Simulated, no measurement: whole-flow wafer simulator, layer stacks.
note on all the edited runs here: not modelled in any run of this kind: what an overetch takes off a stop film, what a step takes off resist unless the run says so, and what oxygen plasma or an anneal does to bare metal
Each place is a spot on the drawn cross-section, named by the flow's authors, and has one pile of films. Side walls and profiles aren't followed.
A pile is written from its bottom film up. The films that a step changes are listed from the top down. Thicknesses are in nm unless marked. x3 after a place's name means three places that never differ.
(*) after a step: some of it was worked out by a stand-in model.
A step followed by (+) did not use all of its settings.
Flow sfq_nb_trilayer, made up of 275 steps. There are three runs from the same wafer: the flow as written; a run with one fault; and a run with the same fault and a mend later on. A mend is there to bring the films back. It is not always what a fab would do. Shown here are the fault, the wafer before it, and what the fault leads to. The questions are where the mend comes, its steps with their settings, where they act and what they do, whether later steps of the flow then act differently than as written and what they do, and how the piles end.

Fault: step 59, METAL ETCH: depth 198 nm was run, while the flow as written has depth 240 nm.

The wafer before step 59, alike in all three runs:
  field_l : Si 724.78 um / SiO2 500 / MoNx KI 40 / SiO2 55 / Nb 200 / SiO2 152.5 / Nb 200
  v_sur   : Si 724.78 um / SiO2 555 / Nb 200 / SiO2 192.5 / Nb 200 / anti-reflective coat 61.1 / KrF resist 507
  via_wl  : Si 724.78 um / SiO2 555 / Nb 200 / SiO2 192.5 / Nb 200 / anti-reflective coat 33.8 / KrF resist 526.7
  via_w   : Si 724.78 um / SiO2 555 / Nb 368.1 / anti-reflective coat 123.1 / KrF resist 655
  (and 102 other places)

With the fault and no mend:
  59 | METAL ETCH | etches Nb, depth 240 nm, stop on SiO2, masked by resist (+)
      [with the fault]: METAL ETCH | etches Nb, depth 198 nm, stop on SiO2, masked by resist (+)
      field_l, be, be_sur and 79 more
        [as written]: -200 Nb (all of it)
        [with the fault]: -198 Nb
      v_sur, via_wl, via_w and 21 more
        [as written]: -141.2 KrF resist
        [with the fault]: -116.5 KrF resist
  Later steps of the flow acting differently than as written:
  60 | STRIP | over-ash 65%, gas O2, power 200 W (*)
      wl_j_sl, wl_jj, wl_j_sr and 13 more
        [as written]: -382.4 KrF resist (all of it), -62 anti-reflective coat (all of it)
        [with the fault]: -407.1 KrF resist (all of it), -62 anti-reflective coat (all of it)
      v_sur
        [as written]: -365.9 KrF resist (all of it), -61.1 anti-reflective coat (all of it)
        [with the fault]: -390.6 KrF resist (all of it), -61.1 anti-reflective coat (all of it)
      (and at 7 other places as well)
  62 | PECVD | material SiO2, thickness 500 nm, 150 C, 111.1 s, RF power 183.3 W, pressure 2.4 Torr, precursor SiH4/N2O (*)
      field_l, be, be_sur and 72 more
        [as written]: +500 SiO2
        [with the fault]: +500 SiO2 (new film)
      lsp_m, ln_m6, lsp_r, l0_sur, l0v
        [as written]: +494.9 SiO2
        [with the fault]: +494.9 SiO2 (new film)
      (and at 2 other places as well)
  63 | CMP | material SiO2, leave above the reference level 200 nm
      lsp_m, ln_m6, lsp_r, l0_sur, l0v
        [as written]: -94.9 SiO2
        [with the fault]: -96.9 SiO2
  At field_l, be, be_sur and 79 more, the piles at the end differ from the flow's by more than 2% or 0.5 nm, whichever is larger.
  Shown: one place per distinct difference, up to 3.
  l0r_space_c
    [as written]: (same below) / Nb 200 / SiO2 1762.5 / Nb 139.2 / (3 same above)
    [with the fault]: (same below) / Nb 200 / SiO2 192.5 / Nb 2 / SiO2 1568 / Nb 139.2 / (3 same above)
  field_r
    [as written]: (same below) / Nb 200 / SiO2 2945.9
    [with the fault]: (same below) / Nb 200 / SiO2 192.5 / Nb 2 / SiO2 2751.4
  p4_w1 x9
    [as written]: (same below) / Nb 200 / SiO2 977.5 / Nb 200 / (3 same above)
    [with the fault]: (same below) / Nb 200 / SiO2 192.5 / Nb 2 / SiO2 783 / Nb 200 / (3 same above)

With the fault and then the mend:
  After step 59 comes the mend.
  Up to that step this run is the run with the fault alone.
  59a | METAL ETCH | etches Nb, depth 42 nm, stop on SiO2, masked by resist (+) (the flow's step 59, run once more with other settings)
      field_l, be, be_sur and 79 more
        -2 Nb (all of it)
      v_sur, via_wl, via_w and 21 more
        -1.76 KrF resist
  Later steps of the flow acting differently than as written:
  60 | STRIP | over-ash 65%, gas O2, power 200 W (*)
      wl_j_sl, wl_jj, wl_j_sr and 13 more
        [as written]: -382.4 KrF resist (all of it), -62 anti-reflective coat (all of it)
        [with the mend]: -405.3 KrF resist (all of it), -62 anti-reflective coat (all of it)
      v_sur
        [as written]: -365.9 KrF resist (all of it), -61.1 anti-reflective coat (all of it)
        [with the mend]: -388.8 KrF resist (all of it), -61.1 anti-reflective coat (all of it)
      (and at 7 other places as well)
  At every place that both follow, the piles at the end match the flow's.
